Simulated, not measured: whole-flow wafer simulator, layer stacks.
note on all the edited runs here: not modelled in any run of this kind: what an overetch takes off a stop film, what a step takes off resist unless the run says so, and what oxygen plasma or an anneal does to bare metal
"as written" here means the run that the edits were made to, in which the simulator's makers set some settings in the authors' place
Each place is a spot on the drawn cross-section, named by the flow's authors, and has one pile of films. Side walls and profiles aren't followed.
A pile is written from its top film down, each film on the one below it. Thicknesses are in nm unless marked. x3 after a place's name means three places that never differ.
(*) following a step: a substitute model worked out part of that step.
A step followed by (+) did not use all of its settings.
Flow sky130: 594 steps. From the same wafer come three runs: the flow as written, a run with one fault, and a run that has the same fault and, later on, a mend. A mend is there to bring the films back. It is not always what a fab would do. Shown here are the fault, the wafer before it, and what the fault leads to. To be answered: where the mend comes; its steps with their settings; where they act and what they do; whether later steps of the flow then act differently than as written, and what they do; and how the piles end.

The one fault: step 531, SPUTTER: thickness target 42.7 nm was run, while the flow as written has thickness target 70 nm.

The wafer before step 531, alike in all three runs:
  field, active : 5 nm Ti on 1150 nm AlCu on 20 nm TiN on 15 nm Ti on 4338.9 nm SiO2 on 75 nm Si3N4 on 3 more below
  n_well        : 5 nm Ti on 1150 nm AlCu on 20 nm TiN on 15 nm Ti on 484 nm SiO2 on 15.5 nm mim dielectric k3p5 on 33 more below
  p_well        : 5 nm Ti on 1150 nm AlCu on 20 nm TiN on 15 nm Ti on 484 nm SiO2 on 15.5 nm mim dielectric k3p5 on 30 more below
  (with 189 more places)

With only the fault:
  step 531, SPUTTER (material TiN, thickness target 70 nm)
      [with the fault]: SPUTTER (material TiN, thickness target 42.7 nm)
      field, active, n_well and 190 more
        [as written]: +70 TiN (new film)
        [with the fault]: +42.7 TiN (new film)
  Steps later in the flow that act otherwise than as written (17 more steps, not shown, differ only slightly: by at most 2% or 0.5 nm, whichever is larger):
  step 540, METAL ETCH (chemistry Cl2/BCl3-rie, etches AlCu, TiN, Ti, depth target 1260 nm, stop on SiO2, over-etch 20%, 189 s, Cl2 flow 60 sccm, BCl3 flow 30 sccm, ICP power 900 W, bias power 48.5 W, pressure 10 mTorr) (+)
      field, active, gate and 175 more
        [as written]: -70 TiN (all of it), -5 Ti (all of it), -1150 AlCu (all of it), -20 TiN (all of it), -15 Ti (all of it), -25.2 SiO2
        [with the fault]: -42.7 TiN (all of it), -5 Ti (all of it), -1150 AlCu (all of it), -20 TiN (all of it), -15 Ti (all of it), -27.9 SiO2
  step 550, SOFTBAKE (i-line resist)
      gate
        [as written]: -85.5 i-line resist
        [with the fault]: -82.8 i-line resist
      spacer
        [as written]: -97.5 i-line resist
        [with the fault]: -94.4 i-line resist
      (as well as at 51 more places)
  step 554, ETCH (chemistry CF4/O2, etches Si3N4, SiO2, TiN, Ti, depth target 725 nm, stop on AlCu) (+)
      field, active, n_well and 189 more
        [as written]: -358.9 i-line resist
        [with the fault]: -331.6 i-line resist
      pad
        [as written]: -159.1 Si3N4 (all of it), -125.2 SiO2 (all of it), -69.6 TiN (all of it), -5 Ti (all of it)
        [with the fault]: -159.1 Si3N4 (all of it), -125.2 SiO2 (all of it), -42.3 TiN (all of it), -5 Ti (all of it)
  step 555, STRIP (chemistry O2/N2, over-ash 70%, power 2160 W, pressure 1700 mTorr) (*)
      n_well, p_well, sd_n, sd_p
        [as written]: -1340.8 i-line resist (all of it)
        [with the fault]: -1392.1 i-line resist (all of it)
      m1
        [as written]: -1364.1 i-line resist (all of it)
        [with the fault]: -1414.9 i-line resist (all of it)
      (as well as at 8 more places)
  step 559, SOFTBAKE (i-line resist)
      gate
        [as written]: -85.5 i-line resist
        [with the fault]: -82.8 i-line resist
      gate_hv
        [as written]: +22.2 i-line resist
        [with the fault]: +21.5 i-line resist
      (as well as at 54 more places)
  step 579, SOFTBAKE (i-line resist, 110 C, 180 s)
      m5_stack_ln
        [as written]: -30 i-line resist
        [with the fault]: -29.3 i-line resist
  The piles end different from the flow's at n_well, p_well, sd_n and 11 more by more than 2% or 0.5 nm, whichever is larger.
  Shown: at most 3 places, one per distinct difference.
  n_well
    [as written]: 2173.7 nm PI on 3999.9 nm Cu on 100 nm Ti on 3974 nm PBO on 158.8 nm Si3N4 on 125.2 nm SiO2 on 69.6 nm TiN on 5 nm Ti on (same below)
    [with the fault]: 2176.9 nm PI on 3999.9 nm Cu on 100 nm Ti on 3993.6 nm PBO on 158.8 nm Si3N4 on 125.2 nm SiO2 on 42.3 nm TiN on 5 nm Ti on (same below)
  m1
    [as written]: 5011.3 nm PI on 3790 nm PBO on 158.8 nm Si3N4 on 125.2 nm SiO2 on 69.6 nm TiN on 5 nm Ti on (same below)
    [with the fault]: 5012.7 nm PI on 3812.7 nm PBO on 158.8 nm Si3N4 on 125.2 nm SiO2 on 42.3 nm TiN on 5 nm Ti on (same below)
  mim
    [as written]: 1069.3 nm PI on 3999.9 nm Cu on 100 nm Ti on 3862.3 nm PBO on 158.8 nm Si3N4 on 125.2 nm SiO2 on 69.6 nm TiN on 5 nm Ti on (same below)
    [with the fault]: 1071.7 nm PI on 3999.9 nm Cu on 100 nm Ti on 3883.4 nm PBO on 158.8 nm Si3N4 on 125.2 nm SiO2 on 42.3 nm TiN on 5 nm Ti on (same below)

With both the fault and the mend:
  After step 531 comes the mend.
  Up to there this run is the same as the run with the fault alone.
  step 531a, SPUTTER (material TiN, thickness target 27.3 nm) (the flow's step 531, run once more with other settings)
      field, active, n_well and 190 more
        +27.3 TiN
  None of the later steps of the flow acts differently than as written at any place that is followed.
  The piles end the same as the flow's at every place that both follow.
